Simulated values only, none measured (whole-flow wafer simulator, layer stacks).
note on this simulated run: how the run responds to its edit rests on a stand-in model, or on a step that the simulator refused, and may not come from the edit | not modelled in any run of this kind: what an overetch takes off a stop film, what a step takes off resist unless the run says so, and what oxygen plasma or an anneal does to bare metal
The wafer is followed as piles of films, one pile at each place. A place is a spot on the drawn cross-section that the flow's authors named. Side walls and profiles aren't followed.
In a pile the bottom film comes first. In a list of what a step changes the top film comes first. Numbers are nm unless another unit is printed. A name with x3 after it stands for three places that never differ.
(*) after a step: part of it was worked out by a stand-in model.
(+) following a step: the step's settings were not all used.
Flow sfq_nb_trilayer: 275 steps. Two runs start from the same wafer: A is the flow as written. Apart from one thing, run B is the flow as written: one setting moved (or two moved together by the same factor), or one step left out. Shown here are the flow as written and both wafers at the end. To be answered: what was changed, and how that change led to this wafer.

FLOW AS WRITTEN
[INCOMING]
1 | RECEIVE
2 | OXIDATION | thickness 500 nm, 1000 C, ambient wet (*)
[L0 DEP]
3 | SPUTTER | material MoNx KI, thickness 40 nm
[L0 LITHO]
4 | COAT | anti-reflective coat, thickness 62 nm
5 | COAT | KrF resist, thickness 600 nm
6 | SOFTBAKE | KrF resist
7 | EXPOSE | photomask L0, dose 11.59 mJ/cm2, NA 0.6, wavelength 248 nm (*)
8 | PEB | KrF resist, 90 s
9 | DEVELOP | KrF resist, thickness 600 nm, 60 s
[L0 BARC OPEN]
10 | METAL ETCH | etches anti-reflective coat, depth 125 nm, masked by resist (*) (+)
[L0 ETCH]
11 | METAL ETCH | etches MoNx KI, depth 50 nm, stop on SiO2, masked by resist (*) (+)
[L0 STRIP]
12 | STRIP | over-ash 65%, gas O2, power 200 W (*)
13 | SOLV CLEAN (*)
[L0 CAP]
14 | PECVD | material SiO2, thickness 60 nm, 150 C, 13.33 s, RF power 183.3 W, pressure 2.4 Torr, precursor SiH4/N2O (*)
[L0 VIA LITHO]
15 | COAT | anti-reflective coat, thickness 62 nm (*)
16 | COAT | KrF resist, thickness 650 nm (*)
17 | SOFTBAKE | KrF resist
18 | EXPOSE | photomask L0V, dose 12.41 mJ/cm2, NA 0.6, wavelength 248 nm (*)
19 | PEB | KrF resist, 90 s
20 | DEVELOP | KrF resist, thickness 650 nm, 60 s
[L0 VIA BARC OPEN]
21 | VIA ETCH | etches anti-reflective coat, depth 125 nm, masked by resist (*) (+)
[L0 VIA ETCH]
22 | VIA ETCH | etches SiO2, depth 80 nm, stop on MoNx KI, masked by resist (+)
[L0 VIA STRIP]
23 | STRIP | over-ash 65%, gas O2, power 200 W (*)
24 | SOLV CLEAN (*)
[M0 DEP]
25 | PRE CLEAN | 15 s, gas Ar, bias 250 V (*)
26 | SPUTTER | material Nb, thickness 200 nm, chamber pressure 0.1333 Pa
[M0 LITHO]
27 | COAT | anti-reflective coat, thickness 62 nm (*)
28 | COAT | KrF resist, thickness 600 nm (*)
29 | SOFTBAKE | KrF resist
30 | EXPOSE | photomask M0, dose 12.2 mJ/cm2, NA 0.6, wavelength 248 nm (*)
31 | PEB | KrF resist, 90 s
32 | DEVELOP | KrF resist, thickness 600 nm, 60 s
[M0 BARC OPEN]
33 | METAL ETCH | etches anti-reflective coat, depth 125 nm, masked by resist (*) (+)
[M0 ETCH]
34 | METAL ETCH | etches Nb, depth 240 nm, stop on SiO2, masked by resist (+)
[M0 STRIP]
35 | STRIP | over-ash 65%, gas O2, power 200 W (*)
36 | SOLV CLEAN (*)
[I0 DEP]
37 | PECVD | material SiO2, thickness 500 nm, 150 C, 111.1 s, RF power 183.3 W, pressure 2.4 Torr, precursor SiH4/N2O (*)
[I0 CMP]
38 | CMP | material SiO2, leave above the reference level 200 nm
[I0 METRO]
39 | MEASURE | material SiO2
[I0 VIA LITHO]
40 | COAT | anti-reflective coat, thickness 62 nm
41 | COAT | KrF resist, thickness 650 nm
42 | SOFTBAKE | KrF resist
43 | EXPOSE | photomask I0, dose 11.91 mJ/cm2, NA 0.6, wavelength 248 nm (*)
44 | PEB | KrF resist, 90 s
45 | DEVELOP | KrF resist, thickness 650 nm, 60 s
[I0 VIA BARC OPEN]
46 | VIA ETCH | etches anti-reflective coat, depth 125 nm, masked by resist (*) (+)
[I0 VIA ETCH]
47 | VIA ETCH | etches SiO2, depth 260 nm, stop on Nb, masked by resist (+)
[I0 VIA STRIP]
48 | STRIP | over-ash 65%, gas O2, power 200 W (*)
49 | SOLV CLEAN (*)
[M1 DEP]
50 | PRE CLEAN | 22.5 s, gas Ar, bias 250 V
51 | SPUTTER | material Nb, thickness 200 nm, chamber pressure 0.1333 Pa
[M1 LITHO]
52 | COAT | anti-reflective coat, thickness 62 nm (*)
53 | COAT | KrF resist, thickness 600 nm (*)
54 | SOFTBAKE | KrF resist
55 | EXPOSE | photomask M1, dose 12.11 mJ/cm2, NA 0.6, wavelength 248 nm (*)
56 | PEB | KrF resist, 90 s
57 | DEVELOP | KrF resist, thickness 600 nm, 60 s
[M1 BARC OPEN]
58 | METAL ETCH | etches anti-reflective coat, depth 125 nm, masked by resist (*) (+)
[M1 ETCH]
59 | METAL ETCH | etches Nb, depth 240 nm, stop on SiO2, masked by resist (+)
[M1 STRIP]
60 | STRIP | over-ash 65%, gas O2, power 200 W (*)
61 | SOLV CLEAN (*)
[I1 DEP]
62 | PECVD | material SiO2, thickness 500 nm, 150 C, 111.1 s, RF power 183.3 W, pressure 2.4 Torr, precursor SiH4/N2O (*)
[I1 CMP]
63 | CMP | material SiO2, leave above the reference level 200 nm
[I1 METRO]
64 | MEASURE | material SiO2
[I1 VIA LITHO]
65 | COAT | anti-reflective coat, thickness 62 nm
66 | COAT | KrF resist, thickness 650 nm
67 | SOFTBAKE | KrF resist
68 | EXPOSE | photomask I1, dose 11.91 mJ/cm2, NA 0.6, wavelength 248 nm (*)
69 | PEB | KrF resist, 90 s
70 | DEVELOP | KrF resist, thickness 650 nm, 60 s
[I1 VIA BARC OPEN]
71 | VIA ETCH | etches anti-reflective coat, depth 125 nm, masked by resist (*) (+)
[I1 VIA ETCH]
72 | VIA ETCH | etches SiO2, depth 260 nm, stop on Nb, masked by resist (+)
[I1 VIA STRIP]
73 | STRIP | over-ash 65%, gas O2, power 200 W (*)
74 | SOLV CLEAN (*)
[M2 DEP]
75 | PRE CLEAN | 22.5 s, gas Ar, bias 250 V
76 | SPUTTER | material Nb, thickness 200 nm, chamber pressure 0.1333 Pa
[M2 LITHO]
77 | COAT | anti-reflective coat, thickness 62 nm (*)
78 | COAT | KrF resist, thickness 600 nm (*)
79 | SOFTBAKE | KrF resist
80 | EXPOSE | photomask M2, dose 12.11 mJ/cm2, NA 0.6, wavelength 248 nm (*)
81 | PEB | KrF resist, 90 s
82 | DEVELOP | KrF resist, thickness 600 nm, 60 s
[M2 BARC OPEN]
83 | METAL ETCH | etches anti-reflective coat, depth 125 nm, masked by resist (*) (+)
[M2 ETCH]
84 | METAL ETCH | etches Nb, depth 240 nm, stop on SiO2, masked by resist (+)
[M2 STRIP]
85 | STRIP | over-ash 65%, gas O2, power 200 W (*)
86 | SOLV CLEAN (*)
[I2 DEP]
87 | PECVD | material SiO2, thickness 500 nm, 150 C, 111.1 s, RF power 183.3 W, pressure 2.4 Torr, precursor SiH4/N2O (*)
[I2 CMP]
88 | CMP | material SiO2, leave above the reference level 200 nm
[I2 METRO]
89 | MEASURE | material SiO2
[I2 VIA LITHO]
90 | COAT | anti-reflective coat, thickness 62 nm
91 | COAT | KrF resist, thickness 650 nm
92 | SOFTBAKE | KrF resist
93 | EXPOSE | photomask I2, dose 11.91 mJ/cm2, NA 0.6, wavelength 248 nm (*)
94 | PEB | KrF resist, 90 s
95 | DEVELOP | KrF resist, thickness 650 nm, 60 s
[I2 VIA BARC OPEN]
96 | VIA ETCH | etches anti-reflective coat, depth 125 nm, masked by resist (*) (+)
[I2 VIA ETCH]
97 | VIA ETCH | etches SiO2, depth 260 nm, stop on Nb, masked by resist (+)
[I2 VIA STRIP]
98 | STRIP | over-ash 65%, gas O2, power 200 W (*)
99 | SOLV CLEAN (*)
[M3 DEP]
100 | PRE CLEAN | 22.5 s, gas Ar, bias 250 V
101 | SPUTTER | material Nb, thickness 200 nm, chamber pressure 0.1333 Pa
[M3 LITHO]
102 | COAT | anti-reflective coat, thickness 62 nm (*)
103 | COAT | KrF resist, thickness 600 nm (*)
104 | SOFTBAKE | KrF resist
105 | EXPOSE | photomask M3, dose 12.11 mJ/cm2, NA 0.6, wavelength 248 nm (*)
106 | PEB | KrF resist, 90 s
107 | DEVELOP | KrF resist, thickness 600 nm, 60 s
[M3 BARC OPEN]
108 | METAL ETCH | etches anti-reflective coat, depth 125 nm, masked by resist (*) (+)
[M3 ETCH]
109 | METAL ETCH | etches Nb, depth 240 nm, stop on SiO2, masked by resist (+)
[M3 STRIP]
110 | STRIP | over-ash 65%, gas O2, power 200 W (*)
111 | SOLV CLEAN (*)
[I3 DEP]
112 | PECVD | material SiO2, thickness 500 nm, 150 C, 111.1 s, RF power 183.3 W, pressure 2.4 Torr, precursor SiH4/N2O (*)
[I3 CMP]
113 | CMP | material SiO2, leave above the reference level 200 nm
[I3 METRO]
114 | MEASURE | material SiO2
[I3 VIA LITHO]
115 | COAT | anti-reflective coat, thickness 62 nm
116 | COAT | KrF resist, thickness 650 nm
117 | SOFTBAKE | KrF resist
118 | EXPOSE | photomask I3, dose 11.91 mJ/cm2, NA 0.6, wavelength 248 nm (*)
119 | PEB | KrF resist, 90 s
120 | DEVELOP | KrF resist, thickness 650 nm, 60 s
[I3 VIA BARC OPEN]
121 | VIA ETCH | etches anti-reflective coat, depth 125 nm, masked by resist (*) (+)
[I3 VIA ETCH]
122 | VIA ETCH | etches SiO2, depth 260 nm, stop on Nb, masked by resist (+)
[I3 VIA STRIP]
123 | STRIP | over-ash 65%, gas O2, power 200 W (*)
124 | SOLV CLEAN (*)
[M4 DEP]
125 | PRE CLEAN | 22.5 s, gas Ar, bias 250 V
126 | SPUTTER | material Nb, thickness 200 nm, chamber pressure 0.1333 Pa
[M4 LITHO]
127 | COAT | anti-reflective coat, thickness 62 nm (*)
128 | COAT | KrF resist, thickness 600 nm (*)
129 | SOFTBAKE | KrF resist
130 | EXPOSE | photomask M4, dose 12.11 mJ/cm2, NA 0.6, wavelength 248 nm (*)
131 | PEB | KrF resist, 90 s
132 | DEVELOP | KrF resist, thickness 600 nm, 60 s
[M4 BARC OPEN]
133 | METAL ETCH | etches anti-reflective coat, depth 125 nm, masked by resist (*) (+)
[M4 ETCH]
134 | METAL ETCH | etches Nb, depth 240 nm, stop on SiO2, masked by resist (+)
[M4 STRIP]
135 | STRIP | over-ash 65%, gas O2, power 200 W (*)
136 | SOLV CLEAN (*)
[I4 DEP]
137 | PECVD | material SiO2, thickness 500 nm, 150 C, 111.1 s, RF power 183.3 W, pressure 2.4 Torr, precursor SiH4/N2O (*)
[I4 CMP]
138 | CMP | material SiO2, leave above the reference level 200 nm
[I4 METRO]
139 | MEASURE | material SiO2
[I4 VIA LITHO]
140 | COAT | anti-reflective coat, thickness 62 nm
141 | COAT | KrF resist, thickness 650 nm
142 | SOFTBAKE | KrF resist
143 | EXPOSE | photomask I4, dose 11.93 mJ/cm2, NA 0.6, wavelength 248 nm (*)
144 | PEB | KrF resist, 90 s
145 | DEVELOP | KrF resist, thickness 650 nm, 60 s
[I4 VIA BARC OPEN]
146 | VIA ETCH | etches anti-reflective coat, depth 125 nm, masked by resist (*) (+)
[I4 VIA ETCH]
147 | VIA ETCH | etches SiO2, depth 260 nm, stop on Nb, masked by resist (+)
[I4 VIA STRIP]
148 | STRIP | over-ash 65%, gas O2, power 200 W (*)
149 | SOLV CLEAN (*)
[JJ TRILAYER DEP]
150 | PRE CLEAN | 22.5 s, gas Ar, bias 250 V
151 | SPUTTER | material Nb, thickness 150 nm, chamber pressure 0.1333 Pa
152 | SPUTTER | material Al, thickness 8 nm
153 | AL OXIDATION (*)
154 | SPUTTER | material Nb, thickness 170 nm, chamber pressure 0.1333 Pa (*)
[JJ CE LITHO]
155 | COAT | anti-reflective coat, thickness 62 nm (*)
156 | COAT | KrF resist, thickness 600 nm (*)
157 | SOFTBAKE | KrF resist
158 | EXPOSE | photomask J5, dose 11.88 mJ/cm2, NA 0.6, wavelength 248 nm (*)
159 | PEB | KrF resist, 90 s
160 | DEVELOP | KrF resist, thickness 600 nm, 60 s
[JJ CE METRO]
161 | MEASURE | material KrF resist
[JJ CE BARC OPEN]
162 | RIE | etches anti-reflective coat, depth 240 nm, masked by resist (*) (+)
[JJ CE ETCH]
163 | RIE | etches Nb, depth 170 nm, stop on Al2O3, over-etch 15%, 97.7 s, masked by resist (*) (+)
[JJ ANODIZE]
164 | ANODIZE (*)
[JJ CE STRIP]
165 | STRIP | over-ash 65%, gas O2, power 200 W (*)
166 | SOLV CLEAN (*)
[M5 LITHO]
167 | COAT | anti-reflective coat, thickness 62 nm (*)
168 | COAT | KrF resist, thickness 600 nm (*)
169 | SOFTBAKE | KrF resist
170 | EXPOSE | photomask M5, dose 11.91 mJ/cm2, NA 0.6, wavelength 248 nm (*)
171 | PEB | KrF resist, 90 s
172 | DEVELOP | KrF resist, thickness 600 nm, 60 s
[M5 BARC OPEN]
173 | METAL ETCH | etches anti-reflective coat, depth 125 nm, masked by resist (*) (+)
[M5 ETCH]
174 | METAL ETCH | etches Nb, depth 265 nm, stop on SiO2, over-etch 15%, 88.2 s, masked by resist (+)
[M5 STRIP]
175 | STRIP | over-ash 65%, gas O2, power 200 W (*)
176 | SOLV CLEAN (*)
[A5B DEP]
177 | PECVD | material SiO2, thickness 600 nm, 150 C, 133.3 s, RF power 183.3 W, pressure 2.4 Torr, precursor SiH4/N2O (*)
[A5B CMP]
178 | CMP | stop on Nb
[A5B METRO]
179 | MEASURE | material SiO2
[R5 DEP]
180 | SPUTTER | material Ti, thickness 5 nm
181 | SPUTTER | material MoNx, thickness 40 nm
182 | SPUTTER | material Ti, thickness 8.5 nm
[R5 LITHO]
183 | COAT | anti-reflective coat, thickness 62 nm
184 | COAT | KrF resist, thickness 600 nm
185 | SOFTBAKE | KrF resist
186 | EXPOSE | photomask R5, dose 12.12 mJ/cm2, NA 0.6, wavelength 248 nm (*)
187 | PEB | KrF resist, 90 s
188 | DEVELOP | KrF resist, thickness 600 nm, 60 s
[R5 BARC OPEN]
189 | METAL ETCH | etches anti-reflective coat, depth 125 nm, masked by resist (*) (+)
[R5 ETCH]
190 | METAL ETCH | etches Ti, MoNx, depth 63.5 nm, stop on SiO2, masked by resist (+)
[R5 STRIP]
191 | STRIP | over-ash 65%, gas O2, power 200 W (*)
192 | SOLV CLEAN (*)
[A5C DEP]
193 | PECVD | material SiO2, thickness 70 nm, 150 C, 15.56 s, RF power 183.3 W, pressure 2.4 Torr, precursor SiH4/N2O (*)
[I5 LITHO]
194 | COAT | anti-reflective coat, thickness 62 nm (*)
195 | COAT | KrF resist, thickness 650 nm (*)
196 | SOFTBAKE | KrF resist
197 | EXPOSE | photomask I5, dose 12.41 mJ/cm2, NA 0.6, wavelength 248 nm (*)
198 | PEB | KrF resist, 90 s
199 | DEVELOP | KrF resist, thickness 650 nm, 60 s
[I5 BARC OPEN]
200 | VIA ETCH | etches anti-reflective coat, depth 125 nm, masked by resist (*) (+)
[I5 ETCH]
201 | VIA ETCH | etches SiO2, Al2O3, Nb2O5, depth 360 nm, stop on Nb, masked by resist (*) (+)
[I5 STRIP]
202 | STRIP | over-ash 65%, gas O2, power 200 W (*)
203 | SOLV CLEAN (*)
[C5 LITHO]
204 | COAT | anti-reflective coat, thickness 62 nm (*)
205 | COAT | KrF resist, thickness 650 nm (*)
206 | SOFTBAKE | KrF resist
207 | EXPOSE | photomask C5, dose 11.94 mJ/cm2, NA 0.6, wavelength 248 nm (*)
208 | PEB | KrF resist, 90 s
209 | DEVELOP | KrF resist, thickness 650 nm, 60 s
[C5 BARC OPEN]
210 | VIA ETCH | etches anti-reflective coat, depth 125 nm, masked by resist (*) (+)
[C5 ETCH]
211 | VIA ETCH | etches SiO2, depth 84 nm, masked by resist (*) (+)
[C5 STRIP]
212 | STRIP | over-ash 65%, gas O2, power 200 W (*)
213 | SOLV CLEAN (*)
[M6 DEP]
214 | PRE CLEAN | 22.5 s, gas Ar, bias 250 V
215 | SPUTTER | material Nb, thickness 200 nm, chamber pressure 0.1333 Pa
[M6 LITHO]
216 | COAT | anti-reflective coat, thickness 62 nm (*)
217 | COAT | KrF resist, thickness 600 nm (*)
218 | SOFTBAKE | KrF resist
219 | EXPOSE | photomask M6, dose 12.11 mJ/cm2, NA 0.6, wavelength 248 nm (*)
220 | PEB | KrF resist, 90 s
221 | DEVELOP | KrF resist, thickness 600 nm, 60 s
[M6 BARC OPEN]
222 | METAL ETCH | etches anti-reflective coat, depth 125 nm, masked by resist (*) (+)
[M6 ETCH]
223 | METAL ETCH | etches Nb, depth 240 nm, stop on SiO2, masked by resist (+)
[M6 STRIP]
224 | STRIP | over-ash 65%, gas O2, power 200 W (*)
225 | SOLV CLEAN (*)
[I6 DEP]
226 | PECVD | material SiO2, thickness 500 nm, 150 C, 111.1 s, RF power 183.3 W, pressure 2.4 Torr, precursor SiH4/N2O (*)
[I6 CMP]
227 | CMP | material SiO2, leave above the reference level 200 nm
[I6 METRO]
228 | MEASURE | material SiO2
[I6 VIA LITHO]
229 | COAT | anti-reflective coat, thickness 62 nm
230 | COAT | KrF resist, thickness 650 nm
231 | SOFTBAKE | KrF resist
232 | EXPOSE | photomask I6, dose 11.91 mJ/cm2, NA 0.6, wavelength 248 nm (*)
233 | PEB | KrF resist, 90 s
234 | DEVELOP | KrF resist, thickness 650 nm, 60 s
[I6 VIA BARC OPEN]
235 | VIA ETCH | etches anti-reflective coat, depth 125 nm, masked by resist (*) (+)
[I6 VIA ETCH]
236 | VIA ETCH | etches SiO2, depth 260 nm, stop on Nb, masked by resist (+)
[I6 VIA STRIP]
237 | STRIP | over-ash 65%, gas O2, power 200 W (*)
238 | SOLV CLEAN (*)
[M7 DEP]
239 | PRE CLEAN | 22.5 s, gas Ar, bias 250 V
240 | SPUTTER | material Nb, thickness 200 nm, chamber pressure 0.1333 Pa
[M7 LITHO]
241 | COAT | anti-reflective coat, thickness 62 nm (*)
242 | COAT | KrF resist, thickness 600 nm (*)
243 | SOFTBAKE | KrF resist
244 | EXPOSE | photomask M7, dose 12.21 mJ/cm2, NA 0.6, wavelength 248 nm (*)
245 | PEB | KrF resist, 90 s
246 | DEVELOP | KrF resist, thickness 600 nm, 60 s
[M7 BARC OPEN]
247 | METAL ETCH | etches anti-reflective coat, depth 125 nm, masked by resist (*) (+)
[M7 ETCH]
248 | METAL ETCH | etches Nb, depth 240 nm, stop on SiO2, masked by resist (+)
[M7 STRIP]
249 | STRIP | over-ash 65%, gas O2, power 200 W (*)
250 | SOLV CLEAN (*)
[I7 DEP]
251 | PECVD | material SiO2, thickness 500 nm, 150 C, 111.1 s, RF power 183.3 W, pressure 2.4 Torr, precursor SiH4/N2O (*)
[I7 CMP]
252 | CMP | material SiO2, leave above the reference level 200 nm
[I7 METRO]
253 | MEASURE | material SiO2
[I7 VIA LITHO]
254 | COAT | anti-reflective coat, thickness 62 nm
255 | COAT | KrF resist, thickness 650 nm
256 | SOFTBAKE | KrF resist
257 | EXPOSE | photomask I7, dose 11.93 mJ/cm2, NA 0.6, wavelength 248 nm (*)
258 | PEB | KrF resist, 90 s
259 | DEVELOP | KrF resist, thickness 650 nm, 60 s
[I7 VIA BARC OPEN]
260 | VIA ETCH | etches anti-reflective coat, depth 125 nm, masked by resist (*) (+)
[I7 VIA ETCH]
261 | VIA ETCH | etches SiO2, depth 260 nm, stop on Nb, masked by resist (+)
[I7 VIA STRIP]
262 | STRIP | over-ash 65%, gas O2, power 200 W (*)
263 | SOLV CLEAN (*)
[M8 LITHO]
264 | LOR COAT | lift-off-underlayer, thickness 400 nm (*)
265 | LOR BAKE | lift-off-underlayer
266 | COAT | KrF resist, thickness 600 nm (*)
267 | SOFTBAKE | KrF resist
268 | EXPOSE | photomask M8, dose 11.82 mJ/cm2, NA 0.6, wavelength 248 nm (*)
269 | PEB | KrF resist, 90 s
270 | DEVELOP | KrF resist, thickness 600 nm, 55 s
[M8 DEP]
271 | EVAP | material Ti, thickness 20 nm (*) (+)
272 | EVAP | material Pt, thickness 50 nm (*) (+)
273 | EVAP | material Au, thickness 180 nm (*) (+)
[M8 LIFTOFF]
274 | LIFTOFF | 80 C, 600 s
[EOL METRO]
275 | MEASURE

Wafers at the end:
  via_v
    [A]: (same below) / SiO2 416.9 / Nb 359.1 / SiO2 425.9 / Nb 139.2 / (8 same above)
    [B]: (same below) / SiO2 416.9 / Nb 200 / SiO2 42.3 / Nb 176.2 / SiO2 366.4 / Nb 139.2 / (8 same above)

What caused this: step 122, VIA ETCH: depth 150 nm was run, whereas the flow has depth 260 nm.

How this came from the change, step by step:
  122 | VIA ETCH | etches SiO2, depth 260 nm, stop on Nb, masked by resist (+)
      via_v: A SiO2 loses 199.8 (all of it) | B SiO2 loses 150
      field_l, v_sur, via_wl and 102 more: A KrF resist loses 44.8 | B KrF resist loses 25.9
  123 | STRIP | over-ash 65%, gas O2, power 200 W (*)
      field_l, v_sur, via_wl and 102 more: A KrF resist loses 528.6 (all of it), anti-reflective coat loses 62 (all of it) | B KrF resist loses 547.6 (all of it), anti-reflective coat loses 62 (all of it)
  125 | PRE CLEAN | 22.5 s, gas Ar, bias 250 V
      via_v: A Nb loses 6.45 | B SiO2 loses 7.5
  126 | SPUTTER | material Nb, thickness 200 nm, chamber pressure 0.1333 Pa
      via_v: A Nb gains 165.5 | B Nb gains 176.2 (new film)
  127 | COAT | anti-reflective coat, thickness 62 nm (*)
      via_v: A anti-reflective coat gains 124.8 (new film) | B anti-reflective coat gains 112.8 (new film)
  128 | COAT | KrF resist, thickness 600 nm (*)
      via_v: A KrF resist gains 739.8 (new film) | B KrF resist gains 700 (new film)
  135 | STRIP | over-ash 65%, gas O2, power 200 W (*)
      via_v: A KrF resist loses 521.8 (all of it), anti-reflective coat loses 124.8 (all of it) | B KrF resist loses 482.2 (all of it), anti-reflective coat loses 112.8 (all of it)
  137 | PECVD | material SiO2, thickness 500 nm, 150 C, 111.1 s, RF power 183.3 W, pressure 2.4 Torr, precursor SiH4/N2O (*)
      via_v: A SiO2 gains 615 (new film) | B SiO2 gains 531 (new film)
  138 | CMP | material SiO2, leave above the reference level 200 nm
      via_v: A SiO2 loses 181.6 | B SiO2 loses 157.1
Taking metal films that touch as one body, via_v has 7 bodies (between them, from the top down: SiO2 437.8; SiO2 209 / Al2O3 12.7 / Nb2O5 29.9; SiO2 366.4; SiO2 42.3; SiO2 416.9; SiO2 192.5); the flow as written gives 6 bodies (between them, from the top down: SiO2 437.8; SiO2 209 / Al2O3 12.7 / Nb2O5 29.9; SiO2 425.9; SiO2 416.9; SiO2 192.5).
